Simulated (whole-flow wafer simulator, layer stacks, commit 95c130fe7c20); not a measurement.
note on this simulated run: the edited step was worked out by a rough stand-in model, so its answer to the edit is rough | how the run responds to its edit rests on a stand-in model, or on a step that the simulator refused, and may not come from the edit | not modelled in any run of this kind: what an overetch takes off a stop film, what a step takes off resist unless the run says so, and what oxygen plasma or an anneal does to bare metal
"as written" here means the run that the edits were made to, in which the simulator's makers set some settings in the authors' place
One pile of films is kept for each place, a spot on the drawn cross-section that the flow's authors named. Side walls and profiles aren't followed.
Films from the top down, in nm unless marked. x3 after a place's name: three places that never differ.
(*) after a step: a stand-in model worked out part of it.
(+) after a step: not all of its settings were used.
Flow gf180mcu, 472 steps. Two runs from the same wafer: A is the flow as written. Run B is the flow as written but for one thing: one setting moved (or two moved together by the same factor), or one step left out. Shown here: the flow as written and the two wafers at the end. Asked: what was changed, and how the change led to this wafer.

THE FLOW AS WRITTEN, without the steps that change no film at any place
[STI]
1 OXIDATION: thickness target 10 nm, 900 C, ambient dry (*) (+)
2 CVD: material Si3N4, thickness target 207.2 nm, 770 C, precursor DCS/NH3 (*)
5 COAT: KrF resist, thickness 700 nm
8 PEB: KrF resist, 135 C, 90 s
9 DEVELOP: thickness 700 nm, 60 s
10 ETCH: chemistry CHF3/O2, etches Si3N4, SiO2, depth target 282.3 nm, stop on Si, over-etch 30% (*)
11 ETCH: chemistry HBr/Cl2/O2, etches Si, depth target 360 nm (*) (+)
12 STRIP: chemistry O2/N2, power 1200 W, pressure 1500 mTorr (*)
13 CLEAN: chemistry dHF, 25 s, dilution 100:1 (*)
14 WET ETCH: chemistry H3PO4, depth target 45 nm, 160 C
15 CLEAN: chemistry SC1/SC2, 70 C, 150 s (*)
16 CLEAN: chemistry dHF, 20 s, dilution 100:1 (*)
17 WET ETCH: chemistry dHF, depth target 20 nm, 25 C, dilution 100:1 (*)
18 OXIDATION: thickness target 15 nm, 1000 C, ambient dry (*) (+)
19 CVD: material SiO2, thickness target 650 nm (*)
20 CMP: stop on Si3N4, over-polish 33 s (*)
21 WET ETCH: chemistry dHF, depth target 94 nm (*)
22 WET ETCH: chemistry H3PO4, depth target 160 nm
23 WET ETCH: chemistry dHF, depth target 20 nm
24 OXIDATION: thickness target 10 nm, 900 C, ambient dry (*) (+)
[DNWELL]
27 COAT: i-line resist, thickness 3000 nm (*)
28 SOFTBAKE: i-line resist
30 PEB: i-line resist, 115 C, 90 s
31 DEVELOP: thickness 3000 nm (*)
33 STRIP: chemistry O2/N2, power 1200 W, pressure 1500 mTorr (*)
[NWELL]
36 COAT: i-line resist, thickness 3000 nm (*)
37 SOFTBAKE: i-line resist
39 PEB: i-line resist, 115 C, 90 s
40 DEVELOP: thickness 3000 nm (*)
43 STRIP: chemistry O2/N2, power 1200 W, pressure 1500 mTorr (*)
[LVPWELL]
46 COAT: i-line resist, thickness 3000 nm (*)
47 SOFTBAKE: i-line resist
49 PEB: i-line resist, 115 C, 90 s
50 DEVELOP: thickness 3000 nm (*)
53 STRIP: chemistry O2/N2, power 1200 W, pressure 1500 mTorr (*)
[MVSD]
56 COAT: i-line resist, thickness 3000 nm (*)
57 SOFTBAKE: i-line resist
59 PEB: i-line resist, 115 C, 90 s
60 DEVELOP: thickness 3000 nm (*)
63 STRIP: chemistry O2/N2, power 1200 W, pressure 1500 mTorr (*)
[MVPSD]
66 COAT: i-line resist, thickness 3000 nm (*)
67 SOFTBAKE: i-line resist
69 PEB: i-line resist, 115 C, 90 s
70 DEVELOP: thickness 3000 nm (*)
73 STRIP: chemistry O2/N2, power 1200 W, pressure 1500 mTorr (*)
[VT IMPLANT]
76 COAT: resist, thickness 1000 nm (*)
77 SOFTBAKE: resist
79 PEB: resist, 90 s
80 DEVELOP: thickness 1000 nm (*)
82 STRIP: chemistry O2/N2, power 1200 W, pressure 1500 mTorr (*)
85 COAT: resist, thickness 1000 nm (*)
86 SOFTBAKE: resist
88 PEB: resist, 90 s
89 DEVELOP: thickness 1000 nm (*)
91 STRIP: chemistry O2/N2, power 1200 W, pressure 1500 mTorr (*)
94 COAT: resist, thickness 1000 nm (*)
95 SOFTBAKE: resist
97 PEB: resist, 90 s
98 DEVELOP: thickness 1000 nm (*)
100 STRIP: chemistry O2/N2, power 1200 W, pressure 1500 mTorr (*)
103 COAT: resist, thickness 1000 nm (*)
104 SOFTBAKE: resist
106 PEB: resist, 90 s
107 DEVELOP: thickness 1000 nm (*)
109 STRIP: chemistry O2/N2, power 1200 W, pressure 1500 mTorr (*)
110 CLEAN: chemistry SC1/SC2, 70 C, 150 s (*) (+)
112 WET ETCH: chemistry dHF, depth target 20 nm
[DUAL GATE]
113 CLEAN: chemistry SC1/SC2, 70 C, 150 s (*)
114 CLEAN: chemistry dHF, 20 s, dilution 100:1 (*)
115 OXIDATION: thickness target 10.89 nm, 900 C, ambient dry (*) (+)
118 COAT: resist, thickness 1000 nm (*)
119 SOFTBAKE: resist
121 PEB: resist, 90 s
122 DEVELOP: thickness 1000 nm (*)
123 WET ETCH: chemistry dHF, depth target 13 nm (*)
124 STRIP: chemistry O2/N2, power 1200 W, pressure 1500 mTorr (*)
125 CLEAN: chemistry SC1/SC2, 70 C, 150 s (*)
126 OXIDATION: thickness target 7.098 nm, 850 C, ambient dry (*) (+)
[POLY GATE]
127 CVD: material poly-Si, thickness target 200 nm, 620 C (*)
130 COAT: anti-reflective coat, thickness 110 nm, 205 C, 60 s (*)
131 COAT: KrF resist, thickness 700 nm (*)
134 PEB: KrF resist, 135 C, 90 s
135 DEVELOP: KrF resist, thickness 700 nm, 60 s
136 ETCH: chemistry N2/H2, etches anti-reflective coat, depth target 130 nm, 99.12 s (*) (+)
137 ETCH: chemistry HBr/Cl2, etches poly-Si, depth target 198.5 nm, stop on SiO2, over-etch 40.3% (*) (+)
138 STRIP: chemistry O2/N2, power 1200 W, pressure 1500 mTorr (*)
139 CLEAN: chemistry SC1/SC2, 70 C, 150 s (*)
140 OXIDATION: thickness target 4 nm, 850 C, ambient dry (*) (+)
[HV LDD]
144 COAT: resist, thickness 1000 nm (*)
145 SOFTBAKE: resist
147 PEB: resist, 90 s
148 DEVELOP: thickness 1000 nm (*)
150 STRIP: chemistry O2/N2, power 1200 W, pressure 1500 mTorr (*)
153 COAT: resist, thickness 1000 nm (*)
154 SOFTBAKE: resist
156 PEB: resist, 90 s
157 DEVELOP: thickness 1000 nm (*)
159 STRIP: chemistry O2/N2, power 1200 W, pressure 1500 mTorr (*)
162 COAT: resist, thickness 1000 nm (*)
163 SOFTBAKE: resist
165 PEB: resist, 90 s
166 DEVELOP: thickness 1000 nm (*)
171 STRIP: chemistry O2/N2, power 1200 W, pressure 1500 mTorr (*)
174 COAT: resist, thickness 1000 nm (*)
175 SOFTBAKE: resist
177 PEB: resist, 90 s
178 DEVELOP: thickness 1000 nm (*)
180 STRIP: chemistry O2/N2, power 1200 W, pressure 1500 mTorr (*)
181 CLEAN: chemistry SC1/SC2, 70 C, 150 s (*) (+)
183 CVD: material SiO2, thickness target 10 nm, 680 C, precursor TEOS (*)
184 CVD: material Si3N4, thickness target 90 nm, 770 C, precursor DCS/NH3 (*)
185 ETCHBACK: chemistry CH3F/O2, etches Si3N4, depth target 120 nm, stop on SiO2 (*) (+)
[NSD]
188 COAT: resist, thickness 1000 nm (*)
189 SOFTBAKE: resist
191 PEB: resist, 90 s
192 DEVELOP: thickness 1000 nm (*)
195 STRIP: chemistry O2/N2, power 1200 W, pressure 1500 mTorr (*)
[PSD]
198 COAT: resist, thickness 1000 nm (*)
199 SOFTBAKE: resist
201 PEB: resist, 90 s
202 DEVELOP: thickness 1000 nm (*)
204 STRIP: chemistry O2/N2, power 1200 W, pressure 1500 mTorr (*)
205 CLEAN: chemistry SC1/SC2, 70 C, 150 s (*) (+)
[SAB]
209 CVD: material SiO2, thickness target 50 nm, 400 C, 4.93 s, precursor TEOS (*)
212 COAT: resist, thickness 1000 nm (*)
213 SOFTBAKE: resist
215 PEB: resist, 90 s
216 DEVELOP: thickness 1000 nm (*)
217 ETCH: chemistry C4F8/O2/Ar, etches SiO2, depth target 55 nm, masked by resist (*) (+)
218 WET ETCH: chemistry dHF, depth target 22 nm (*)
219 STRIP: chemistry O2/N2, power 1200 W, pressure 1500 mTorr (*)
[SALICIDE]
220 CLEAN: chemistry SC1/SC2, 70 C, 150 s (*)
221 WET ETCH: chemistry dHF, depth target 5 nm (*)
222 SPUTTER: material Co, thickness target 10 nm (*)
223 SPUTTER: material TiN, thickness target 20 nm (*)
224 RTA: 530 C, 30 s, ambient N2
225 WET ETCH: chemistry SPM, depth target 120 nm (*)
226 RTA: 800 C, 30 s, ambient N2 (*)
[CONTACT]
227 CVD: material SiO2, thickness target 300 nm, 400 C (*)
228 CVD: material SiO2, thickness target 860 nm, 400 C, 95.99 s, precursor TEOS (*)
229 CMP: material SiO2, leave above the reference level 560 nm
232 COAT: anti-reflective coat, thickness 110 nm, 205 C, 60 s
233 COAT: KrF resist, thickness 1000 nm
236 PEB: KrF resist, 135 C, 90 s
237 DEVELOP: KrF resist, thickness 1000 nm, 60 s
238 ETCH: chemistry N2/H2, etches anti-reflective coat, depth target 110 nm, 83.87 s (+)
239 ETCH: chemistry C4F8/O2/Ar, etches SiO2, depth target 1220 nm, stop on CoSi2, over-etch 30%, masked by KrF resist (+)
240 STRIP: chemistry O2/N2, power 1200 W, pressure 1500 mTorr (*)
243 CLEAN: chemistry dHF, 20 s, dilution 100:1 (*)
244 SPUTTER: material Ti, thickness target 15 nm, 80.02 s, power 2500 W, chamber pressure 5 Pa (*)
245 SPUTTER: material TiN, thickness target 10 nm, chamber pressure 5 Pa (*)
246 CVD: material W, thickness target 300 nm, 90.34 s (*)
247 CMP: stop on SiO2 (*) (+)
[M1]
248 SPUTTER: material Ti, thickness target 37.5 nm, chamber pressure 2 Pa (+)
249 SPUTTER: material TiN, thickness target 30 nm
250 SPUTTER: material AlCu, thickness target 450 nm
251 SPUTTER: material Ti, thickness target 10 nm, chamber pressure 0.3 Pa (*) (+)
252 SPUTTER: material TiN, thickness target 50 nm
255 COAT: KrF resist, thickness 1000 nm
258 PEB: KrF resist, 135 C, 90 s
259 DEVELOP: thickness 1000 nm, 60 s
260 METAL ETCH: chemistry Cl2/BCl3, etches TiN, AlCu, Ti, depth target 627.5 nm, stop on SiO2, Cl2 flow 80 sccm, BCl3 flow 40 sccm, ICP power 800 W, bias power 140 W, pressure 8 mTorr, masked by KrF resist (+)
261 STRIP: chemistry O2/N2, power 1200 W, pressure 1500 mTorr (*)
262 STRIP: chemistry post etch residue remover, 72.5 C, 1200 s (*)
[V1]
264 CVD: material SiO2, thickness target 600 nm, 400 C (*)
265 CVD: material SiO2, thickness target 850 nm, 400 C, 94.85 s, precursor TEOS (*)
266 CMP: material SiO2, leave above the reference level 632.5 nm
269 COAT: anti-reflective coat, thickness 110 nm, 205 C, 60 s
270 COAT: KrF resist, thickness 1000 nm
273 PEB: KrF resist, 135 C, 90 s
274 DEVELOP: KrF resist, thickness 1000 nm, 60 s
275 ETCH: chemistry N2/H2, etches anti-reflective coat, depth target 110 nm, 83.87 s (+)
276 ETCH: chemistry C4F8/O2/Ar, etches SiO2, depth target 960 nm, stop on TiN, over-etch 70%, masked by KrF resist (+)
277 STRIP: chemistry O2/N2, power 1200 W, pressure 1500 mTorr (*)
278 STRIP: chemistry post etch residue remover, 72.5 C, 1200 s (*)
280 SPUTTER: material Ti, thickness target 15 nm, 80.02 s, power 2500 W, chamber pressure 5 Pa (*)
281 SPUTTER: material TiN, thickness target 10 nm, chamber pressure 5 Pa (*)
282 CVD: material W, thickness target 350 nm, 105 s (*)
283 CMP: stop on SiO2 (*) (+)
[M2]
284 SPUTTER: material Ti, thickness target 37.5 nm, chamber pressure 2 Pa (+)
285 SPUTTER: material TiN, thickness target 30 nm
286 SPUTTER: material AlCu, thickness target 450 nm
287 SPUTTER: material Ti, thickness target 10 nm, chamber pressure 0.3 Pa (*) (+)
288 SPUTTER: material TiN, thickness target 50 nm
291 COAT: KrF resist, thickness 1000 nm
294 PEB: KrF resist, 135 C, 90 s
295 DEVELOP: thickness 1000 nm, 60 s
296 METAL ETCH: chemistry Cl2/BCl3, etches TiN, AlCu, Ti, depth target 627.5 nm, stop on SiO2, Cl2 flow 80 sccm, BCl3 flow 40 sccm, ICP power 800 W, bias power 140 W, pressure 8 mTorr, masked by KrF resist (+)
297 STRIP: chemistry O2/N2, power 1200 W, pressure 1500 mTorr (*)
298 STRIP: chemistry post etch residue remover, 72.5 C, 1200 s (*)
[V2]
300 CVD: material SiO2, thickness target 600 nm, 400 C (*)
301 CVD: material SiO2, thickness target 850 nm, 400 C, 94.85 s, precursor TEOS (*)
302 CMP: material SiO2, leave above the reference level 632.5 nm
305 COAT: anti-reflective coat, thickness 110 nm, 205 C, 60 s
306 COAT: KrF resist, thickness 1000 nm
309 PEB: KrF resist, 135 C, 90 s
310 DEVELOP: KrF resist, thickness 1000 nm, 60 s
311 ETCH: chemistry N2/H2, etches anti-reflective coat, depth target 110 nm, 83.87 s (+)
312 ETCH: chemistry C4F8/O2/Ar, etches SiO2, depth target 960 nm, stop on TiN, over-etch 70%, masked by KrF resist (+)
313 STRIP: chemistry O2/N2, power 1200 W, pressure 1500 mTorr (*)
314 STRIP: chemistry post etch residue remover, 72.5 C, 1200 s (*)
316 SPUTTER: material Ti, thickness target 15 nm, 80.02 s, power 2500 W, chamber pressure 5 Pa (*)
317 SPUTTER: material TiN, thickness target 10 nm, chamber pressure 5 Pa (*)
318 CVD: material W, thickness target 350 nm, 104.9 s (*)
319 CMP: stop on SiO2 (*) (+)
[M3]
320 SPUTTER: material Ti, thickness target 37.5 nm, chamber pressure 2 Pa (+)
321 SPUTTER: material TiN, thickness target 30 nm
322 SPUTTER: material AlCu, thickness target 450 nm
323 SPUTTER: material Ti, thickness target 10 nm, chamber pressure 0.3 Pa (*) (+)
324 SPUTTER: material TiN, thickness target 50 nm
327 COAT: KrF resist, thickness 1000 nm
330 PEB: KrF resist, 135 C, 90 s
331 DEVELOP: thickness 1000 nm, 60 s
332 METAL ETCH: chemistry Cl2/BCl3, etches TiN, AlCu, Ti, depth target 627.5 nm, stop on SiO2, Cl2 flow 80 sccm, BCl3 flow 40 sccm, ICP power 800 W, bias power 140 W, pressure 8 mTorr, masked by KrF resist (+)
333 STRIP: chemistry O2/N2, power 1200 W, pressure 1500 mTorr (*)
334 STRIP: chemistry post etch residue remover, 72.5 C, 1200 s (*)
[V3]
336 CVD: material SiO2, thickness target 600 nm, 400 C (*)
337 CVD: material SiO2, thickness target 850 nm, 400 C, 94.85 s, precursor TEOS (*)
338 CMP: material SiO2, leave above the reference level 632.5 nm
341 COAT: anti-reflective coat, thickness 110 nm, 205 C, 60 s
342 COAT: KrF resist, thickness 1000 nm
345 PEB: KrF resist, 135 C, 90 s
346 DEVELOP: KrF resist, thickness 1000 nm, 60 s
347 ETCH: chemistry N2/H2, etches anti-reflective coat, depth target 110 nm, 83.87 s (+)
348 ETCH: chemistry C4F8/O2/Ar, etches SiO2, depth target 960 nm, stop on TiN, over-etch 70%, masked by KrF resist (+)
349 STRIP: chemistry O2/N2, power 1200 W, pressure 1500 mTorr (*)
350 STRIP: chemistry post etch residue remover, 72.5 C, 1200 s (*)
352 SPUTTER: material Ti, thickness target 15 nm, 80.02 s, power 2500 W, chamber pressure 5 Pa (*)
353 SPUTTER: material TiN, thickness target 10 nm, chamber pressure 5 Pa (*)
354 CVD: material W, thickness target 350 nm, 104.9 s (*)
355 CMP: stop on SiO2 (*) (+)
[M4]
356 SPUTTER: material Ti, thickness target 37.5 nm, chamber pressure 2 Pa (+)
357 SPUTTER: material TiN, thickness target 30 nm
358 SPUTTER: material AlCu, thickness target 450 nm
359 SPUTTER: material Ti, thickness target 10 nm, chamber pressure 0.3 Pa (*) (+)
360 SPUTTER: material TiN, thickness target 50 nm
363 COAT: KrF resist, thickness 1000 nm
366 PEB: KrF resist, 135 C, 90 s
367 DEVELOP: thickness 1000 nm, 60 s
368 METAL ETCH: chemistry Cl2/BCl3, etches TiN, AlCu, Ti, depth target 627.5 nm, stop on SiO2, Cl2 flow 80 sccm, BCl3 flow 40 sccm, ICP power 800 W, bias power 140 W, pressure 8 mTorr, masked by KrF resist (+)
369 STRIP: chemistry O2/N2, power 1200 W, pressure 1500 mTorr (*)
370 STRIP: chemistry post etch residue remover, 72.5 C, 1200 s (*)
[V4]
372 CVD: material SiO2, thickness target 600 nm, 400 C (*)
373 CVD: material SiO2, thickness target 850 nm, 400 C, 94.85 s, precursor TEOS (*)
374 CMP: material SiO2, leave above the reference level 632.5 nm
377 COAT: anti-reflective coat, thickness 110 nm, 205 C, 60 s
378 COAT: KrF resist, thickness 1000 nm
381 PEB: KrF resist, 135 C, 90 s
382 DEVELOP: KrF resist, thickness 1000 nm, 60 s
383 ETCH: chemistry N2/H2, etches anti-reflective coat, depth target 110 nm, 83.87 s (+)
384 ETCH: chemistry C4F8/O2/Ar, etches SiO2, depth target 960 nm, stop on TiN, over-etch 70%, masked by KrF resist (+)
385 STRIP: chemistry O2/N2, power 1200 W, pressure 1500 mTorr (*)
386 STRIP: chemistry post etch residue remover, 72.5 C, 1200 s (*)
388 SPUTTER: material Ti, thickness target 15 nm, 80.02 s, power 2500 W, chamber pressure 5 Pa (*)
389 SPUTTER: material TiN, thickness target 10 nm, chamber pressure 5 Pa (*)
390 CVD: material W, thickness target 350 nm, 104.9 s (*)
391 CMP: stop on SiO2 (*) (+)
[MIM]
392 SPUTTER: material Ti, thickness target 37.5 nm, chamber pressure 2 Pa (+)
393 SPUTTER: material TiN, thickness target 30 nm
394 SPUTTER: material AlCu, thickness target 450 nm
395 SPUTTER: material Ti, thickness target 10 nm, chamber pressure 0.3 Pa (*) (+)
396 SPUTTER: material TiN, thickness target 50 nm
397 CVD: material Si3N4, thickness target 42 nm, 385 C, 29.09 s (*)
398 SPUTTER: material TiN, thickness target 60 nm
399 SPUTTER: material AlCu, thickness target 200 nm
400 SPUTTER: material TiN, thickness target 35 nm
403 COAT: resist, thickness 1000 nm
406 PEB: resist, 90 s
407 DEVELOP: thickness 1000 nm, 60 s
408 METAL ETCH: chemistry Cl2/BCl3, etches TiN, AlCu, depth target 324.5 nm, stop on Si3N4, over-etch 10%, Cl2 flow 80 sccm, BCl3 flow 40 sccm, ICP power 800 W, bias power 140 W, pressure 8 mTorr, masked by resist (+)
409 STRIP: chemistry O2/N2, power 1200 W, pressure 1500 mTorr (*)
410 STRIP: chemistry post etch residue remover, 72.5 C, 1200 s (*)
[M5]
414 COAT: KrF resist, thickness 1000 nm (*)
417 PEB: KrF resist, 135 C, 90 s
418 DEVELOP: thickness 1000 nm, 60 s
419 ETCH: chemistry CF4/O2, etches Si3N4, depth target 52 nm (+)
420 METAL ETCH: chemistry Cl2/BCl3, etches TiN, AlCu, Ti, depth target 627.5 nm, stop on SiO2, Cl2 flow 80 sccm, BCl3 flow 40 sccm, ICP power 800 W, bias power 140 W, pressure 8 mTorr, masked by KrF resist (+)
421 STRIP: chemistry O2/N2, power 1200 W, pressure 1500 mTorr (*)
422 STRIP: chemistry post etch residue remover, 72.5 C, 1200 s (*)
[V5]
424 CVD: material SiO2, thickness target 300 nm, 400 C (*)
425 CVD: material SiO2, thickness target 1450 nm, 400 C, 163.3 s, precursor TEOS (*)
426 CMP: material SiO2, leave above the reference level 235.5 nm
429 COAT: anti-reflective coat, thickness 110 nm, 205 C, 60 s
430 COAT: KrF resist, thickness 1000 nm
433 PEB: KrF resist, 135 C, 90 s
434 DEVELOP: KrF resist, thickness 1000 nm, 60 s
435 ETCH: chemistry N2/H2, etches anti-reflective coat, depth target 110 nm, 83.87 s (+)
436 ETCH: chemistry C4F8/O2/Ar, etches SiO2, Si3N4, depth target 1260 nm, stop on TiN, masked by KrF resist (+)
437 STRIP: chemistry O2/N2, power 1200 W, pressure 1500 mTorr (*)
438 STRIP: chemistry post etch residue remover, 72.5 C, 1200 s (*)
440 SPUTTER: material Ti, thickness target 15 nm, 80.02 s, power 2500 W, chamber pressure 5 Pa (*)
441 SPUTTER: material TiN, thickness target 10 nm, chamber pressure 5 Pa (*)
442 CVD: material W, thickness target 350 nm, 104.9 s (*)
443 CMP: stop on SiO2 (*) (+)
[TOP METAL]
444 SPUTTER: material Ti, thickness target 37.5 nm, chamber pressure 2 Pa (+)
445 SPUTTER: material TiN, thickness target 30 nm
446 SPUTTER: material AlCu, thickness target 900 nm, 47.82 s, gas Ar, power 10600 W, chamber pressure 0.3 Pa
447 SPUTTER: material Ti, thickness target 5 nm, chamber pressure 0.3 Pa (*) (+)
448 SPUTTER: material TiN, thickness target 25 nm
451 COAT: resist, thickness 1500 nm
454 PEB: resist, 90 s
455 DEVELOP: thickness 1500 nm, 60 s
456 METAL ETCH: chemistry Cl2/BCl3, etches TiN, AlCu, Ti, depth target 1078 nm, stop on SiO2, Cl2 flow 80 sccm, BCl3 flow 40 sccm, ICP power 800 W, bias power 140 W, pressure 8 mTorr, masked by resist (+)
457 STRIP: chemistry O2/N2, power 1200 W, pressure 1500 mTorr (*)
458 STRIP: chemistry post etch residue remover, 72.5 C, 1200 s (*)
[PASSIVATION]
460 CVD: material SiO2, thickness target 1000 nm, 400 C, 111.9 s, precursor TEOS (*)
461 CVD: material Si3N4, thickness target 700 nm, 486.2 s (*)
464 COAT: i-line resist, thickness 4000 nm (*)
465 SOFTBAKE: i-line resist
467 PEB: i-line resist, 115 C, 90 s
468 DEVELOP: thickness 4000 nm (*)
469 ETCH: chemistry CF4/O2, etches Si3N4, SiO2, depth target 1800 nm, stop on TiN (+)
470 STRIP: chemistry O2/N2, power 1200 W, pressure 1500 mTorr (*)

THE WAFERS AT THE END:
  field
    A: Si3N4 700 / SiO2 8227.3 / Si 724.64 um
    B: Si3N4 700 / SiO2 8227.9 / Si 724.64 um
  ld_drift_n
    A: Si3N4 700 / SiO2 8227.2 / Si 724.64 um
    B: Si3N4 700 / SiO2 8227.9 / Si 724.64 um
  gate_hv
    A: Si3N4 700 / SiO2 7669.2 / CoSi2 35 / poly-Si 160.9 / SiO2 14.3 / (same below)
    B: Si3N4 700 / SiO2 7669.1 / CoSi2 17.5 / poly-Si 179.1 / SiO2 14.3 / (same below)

The cause: step 222, SPUTTER: thickness target 5 nm was run, where the flow has thickness target 10 nm.

How the change led to this, step by step:
  222 SPUTTER: material Co, thickness target 10 nm (*)
      field, field__w7, field__w8 and 71 more: A Co +10 (new film) | B Co +5 (new film)
      field__w6, field_sub: A Co +9.95 (new film) | B Co +4.98 (new film)
      (and at 35 more places)
  224 RTA: 530 C, 30 s, ambient N2
      gate, gate_hv, gate_p and 22 more: A under 1 film: CoSi +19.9 (new film), Co -10 (all of it), poly-Si -18.2 | B under 1 film: CoSi +9.94 (new film), Co -5 (all of it), poly-Si -9.1
      active, p_well, sd_n and 11 more: A under 1 film: CoSi +19.9 (new film), Co -10 (all of it), Si -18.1 | B under 1 film: CoSi +9.94 (new film), Co -5 (all of it), Si -9.07
      (and at 10 more places)
  225 WET ETCH: chemistry SPM, depth target 120 nm (*)
      field, field__w7, field__w8 and 32 more: A TiN -20 (all of it), Co -10 (all of it) | B TiN -20 (all of it), Co -5 (all of it)
      field__w9, nw_enc_fld_lv__w3: A TiN -19.1 (all of it), Co -9.6 (all of it) | B TiN -19.1 (all of it), Co -4.8 (all of it)
      (and at 25 more places)
  226 RTA: 800 C, 30 s, ambient N2 (*)
      gate, gate_hv, gate_p and 22 more: A CoSi2 +35 (new film), CoSi -19.9 (all of it), poly-Si -18.2 | B CoSi2 +17.5 (new film), CoSi -9.94 (all of it), poly-Si -9.1
      active, p_well, sd_n and 11 more: A CoSi2 +35 (new film), CoSi -19.9 (all of it), Si -18.1 | B CoSi2 +17.5 (new film), CoSi -9.94 (all of it), Si -9.07
      (and at 10 more places)
